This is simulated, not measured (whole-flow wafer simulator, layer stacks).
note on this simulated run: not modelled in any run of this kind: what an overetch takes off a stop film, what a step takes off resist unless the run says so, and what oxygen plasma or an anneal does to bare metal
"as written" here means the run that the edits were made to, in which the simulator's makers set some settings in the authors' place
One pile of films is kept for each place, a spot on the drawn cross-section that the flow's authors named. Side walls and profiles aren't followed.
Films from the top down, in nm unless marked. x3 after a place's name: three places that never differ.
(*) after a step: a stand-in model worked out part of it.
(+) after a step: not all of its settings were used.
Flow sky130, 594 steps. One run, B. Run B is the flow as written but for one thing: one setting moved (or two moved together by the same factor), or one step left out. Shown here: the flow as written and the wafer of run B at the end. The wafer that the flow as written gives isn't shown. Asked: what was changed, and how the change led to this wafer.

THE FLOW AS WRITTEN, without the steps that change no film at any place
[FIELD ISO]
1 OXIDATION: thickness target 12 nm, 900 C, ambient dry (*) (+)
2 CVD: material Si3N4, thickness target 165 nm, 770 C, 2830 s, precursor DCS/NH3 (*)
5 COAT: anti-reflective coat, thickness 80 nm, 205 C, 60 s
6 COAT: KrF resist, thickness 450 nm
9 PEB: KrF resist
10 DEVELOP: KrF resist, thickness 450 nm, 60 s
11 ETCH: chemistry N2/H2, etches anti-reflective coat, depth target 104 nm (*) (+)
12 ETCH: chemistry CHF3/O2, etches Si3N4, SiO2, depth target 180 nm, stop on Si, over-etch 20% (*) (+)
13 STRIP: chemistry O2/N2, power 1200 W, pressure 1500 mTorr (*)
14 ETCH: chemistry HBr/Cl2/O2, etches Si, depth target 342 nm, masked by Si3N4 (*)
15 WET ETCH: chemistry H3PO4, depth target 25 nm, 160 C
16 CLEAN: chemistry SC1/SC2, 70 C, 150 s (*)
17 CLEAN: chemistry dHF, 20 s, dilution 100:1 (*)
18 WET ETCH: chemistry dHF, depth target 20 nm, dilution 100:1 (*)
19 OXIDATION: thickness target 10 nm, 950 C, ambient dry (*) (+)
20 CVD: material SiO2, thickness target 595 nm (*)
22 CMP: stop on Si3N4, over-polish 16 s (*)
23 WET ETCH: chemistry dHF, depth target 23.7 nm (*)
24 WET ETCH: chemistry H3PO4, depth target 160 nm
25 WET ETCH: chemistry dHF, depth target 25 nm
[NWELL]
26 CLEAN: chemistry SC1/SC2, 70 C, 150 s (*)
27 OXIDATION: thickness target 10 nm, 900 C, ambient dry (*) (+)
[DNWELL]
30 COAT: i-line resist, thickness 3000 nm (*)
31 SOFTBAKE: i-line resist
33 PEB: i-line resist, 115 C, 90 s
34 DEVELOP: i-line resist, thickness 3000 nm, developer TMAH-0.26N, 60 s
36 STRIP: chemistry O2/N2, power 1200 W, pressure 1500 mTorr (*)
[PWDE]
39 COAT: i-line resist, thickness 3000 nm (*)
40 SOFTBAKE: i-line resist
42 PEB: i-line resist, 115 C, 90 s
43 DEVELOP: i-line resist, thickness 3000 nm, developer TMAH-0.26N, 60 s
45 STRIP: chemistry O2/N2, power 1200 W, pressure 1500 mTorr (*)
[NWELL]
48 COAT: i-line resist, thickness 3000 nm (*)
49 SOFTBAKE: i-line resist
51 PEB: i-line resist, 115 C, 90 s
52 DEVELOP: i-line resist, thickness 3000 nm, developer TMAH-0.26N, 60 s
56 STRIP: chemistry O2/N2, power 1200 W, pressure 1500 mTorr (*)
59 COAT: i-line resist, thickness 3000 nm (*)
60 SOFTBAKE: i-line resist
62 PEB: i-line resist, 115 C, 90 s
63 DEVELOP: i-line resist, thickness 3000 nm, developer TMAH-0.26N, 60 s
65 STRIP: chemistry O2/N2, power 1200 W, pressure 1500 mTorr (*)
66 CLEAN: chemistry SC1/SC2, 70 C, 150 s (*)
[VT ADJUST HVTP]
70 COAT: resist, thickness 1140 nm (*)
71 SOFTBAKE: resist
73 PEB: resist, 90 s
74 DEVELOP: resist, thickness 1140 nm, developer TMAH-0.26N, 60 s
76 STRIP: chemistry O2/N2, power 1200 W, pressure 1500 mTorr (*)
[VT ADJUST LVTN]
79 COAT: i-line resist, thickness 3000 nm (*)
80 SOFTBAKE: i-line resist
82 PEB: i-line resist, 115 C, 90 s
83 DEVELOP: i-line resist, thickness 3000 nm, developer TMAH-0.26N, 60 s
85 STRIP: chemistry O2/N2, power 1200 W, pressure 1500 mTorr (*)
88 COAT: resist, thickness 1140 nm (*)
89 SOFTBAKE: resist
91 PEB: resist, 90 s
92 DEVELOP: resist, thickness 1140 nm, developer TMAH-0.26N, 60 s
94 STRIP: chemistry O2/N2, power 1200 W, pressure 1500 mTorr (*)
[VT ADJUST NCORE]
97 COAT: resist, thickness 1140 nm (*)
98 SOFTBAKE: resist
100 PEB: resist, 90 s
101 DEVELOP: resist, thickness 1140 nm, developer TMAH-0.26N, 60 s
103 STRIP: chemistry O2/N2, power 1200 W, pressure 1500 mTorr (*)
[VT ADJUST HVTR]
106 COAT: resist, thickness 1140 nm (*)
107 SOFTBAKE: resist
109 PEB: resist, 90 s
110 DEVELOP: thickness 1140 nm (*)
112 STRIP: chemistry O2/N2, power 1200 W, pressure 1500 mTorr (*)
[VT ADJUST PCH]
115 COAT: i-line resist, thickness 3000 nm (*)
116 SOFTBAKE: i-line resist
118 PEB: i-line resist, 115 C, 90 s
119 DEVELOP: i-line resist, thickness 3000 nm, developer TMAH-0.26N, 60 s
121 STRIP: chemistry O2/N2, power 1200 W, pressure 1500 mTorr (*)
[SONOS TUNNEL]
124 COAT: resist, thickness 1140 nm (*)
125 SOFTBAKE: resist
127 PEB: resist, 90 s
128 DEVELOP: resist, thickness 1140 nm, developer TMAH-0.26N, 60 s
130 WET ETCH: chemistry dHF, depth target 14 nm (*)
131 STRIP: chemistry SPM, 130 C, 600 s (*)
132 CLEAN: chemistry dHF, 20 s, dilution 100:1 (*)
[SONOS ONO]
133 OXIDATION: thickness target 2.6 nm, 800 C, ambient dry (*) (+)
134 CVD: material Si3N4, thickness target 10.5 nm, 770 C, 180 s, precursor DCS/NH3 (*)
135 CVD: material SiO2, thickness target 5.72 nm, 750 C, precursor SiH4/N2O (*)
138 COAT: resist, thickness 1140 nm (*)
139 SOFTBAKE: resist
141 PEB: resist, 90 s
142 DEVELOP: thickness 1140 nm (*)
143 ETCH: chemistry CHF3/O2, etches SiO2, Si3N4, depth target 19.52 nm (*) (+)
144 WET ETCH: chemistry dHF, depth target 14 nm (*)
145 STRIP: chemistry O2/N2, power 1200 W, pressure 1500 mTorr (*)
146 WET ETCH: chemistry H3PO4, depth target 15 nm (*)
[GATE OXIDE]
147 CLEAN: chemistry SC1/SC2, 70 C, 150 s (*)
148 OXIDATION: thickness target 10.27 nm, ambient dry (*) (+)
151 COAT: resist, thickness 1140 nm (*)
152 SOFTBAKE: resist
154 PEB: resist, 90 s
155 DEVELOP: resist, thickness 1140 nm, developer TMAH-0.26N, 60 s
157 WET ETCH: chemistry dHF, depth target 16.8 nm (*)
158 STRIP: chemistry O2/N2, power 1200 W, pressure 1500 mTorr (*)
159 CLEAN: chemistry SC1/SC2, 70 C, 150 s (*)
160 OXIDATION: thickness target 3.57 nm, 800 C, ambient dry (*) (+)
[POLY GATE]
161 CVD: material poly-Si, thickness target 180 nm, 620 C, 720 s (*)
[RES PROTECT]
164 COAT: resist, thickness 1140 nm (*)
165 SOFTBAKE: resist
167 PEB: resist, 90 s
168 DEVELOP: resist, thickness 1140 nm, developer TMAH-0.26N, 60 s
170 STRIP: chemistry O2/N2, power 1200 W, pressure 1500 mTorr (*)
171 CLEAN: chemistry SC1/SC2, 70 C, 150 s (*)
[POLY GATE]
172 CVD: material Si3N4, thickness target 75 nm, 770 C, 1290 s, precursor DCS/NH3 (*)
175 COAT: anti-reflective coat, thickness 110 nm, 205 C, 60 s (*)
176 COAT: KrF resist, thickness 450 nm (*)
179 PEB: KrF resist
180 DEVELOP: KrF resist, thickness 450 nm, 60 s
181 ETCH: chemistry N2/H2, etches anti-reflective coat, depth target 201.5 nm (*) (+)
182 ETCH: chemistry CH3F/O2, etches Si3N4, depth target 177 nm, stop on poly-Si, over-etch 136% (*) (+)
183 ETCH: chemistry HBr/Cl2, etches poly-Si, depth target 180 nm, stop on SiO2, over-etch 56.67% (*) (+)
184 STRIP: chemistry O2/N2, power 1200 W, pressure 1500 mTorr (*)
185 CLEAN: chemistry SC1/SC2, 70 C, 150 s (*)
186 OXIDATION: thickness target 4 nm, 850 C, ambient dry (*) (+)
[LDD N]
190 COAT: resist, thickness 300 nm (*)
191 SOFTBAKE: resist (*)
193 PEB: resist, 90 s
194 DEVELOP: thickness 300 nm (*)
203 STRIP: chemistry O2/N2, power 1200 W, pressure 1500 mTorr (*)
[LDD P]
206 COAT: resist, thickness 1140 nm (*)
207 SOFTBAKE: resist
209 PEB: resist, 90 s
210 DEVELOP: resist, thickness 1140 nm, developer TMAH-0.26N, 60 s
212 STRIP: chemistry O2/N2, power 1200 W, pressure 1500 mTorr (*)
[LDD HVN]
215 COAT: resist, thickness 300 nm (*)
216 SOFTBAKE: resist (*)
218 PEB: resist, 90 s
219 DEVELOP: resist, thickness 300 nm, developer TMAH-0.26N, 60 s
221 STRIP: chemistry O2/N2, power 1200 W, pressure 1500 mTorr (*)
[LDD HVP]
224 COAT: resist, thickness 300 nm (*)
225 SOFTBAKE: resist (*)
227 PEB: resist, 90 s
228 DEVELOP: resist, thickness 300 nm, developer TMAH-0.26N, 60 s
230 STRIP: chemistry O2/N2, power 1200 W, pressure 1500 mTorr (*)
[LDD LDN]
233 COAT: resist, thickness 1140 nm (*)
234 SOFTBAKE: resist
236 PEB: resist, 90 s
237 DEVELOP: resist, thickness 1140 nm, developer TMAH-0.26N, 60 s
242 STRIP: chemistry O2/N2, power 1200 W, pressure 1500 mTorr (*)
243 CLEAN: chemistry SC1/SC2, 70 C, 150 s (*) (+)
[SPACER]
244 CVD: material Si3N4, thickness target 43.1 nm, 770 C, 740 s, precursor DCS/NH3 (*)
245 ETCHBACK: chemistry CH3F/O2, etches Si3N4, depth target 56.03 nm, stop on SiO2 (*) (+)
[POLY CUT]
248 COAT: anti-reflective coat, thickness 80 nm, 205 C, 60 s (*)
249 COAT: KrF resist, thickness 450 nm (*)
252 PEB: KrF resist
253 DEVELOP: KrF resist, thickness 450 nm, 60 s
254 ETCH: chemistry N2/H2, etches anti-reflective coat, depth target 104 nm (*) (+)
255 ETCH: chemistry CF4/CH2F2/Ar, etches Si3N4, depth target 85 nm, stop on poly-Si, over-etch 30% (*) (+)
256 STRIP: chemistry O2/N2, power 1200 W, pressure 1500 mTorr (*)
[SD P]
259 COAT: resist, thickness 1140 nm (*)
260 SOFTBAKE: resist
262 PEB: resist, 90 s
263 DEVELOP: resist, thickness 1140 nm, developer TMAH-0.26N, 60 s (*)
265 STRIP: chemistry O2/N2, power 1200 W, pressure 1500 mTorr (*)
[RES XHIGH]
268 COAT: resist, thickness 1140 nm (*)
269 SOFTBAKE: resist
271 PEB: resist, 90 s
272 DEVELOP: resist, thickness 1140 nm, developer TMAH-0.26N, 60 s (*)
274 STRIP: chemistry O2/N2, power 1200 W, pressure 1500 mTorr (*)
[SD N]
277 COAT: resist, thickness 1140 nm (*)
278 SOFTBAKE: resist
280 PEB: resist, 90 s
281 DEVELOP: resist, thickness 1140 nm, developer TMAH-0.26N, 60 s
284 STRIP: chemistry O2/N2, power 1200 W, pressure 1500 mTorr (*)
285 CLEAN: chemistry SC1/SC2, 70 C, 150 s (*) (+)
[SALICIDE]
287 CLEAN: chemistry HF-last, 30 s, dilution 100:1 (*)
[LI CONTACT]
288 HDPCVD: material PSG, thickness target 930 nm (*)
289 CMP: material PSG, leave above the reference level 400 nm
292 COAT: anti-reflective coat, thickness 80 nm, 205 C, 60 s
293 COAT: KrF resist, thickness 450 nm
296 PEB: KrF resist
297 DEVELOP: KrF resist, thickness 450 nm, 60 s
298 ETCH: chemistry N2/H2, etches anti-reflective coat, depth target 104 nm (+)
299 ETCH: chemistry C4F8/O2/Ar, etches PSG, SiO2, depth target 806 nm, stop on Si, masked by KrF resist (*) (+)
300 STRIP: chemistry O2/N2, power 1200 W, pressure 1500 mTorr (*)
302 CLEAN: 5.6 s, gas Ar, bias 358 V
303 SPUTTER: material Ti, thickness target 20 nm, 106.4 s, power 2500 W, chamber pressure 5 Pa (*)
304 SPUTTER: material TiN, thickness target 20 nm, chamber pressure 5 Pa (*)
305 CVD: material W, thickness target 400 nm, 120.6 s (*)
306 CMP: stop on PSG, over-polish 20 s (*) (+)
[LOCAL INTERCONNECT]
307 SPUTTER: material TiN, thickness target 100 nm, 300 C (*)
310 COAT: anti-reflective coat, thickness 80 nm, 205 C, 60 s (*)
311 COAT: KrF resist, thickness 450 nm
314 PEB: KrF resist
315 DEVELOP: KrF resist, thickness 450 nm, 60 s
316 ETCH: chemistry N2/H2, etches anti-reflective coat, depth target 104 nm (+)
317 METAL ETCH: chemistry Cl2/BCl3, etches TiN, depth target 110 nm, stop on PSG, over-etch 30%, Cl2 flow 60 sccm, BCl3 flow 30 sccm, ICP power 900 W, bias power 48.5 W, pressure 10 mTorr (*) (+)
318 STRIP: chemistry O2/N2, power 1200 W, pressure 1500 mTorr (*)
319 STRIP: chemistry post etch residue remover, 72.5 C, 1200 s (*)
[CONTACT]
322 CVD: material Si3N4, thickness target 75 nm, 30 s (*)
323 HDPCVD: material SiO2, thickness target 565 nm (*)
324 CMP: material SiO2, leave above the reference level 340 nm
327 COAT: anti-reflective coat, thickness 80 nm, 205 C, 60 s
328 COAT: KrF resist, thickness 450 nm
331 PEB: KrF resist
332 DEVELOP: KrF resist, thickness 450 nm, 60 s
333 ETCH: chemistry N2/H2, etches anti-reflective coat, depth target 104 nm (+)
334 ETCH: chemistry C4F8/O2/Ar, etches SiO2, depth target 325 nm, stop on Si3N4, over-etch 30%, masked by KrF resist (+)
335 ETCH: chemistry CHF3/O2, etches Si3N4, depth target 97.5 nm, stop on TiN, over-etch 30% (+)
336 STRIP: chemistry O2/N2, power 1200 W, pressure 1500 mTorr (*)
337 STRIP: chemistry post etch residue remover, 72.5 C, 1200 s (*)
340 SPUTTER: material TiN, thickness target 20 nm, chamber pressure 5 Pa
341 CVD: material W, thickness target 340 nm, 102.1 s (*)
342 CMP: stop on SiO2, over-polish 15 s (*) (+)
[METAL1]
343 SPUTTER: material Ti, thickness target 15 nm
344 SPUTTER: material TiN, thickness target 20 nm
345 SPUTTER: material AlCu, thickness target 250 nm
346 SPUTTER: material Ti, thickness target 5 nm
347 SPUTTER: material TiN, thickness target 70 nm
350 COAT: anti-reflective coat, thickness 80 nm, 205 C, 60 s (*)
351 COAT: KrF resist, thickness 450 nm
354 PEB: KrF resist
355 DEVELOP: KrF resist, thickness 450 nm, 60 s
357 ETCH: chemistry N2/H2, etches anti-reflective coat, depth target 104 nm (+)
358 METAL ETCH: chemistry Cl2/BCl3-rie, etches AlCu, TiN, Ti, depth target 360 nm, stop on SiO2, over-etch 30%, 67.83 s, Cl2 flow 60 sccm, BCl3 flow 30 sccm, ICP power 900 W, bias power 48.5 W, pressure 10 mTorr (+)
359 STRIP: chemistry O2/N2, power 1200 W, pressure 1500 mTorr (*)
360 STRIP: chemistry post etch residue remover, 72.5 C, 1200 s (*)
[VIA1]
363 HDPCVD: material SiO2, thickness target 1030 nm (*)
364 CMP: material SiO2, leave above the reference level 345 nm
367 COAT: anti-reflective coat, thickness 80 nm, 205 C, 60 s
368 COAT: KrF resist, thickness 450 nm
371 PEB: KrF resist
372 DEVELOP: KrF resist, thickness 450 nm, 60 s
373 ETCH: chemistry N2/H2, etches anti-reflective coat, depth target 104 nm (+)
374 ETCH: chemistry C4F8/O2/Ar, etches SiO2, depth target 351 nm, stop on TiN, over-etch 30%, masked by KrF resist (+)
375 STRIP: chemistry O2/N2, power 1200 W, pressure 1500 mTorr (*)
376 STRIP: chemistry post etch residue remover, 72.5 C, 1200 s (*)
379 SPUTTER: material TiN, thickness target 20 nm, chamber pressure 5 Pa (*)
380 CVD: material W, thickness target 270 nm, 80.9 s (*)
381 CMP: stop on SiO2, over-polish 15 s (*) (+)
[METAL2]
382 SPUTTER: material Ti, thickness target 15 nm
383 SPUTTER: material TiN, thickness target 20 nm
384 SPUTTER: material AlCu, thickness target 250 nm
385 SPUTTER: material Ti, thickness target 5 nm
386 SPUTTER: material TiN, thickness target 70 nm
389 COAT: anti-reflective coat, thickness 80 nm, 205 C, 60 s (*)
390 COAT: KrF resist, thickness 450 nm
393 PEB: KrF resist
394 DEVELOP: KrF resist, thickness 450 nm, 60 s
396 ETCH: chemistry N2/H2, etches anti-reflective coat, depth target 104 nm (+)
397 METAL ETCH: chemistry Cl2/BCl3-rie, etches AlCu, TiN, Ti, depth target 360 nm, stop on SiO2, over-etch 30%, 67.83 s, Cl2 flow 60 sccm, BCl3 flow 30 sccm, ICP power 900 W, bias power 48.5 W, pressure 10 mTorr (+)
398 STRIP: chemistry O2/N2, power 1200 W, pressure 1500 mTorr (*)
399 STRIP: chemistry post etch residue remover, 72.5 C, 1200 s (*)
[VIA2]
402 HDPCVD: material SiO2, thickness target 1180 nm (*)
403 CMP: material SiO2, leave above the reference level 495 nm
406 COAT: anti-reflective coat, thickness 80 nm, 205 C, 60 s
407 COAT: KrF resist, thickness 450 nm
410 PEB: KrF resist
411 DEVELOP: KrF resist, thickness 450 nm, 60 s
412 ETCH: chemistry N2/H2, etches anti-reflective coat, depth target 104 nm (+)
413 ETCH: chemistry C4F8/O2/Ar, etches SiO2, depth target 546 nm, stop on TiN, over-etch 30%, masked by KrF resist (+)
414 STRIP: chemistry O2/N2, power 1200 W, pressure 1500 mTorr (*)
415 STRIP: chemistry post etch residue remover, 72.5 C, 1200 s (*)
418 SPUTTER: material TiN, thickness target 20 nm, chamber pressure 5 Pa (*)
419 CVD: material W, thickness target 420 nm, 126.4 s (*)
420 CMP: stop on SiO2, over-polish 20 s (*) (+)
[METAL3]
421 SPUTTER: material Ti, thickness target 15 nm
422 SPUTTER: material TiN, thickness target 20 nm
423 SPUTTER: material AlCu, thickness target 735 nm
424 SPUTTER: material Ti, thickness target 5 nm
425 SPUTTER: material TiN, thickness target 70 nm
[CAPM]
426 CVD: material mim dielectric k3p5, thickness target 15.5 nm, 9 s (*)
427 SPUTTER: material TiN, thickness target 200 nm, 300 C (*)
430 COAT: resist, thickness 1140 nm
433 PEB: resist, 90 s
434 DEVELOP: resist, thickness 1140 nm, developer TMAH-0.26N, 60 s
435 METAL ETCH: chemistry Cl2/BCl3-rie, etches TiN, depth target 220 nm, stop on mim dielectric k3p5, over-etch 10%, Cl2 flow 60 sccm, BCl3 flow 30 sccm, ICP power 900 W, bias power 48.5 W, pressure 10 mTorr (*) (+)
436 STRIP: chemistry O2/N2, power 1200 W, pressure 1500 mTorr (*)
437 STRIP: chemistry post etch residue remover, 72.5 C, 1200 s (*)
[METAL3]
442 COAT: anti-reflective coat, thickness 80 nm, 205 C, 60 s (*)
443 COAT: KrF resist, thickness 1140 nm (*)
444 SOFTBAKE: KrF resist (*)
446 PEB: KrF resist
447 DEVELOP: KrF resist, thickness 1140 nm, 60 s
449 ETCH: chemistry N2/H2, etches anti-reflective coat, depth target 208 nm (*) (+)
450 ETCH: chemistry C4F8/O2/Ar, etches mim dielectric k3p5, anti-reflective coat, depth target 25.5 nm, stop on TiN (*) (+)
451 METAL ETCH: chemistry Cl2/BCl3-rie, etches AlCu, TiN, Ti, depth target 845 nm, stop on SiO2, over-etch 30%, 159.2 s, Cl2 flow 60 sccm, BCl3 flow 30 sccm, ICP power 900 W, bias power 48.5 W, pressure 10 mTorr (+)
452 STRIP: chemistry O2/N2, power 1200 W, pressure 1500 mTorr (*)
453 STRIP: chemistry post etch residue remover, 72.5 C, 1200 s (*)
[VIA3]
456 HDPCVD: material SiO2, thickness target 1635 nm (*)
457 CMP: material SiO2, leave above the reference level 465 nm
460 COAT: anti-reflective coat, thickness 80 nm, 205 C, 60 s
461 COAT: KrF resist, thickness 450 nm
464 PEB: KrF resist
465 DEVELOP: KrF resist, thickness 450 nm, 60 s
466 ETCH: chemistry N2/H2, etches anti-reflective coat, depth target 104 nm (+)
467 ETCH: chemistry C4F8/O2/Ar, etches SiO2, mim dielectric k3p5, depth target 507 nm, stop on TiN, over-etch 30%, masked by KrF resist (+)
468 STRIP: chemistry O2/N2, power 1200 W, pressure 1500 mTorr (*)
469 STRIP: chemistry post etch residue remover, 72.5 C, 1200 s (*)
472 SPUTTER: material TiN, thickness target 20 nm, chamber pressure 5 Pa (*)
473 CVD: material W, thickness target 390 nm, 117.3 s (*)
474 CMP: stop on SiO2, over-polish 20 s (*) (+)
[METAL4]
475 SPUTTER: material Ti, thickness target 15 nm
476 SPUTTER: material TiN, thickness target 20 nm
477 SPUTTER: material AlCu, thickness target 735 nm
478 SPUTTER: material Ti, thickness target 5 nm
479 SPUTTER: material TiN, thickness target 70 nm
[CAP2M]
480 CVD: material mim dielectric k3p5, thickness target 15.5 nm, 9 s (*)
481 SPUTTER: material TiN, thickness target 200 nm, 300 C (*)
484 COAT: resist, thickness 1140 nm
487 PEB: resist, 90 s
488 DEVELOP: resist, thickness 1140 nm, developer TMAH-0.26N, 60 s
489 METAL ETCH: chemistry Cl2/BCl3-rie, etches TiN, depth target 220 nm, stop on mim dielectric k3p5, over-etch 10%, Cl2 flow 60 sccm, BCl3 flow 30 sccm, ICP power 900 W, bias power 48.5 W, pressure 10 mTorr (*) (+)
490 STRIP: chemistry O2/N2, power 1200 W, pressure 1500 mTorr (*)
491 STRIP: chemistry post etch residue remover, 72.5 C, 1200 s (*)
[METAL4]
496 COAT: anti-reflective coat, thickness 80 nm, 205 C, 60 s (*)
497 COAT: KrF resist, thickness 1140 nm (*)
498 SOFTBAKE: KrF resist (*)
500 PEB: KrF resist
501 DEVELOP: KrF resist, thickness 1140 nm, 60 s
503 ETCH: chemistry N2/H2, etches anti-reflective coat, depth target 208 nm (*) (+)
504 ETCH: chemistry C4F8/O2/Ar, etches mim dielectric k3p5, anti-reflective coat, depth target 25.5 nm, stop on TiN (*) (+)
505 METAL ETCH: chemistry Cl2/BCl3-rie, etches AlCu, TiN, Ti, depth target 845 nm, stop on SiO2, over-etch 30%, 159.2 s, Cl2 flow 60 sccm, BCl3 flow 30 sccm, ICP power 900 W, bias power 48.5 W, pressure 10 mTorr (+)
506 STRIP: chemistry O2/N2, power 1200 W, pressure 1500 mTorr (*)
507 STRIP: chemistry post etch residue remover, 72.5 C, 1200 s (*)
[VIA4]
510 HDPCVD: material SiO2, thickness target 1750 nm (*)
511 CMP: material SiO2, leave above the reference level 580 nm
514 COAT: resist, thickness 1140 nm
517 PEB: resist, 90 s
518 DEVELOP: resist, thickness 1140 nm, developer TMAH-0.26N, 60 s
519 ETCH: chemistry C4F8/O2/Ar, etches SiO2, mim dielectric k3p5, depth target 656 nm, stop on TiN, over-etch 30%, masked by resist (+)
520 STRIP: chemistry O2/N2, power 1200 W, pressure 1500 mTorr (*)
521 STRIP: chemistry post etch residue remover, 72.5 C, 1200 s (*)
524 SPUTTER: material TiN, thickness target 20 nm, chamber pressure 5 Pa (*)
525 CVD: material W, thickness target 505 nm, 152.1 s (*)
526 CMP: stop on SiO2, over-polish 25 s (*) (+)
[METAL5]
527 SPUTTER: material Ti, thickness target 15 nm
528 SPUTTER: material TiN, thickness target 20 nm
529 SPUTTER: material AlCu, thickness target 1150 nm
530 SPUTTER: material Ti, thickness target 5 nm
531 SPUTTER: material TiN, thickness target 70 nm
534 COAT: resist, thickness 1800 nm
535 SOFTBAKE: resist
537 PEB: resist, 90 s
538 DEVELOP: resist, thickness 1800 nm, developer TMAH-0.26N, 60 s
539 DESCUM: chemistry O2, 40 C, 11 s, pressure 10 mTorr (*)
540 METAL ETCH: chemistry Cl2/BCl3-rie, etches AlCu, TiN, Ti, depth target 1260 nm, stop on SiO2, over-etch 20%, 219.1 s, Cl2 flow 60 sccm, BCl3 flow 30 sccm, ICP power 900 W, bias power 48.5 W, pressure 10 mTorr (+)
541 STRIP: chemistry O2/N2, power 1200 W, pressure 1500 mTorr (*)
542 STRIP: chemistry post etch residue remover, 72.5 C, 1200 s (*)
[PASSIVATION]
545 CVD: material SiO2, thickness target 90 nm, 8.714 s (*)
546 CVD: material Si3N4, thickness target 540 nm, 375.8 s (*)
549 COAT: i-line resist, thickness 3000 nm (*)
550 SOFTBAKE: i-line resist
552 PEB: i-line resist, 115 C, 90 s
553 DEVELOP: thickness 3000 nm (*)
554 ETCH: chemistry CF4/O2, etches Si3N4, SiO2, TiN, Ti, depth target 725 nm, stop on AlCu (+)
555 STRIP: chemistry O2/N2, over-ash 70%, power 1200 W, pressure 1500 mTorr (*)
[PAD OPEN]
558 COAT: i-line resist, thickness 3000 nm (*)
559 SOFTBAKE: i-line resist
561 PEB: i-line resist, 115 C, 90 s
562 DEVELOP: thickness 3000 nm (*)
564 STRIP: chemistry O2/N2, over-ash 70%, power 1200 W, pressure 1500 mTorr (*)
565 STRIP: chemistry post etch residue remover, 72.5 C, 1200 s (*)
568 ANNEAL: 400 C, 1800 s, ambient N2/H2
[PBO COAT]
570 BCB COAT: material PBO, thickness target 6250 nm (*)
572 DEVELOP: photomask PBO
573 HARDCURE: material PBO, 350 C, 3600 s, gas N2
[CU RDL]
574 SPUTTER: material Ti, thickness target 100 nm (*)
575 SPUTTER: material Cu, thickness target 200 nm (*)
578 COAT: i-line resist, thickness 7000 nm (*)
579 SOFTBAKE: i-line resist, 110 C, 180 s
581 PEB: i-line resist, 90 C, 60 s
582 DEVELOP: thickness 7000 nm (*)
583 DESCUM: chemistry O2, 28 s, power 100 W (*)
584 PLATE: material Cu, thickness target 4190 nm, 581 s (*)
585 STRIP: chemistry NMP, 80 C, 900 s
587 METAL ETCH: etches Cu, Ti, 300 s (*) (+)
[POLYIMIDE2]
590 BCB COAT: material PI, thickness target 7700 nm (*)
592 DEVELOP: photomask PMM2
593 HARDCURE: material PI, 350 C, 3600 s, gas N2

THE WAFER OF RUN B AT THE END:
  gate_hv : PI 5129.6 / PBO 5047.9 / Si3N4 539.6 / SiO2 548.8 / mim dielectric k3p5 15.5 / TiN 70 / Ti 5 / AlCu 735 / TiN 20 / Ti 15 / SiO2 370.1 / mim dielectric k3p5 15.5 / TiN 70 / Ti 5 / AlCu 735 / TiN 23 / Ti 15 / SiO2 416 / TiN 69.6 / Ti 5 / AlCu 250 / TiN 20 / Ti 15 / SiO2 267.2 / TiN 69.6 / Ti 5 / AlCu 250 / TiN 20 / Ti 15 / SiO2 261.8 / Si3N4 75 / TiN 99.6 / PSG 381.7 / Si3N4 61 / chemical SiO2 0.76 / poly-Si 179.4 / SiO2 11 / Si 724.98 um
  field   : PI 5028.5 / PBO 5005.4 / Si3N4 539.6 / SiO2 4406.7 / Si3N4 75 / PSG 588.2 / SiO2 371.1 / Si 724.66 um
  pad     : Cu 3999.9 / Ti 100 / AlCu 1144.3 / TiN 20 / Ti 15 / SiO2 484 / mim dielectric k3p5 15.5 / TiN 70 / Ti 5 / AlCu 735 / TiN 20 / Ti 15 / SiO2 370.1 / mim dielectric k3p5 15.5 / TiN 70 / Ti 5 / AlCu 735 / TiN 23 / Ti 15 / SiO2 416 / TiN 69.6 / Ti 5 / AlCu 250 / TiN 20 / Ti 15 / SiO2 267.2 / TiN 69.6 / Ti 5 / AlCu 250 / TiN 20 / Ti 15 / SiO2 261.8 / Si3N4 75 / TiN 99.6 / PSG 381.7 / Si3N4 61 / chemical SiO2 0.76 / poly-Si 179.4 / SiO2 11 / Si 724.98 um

The cause: step 422, SPUTTER: thickness target 23 nm was run, where the flow has thickness target 20 nm.
It can be read off the wafer: gate_hv has TiN 23, and step 422 as written asks for 20 nm.

How the change led to this, step by step:
  422 SPUTTER: material TiN, thickness target 20 nm
      field, active, n_well and 188 more: TiN +23 (new film) (as written it would be: TiN +20 (new film))
  451 METAL ETCH: chemistry Cl2/BCl3-rie, etches AlCu, TiN, Ti, depth target 845 nm, stop on SiO2, over-etch 30%, 159.2 s, Cl2 flow 60 sccm, BCl3 flow 30 sccm, ICP power 900 W, bias power 48.5 W, pressure 10 mTorr (+)
      field, active, gate and 62 more: TiN -70 (all of it), Ti -5 (all of it), AlCu -735 (all of it), TiN -23 (all of it), Ti -15 (all of it), SiO2 -25 (as written it would be: TiN -70 (all of it), Ti -5 (all of it), AlCu -735 (all of it), TiN -20 (all of it), Ti -15 (all of it), SiO2 -25.4)
      vpp_ln, vpp_iso2, ndiff_ln, ndiff_cd, via1_hole, via1_enc, m2_ln_cd: TiN -70 (all of it), Ti -5 (all of it), AlCu -735 (all of it), TiN -23 (all of it), Ti -15 (all of it), SiO2 -25.1 (as written it would be: TiN -70 (all of it), Ti -5 (all of it), AlCu -735 (all of it), TiN -20 (all of it), Ti -15 (all of it), SiO2 -25.3)
      (and at 13 more places)
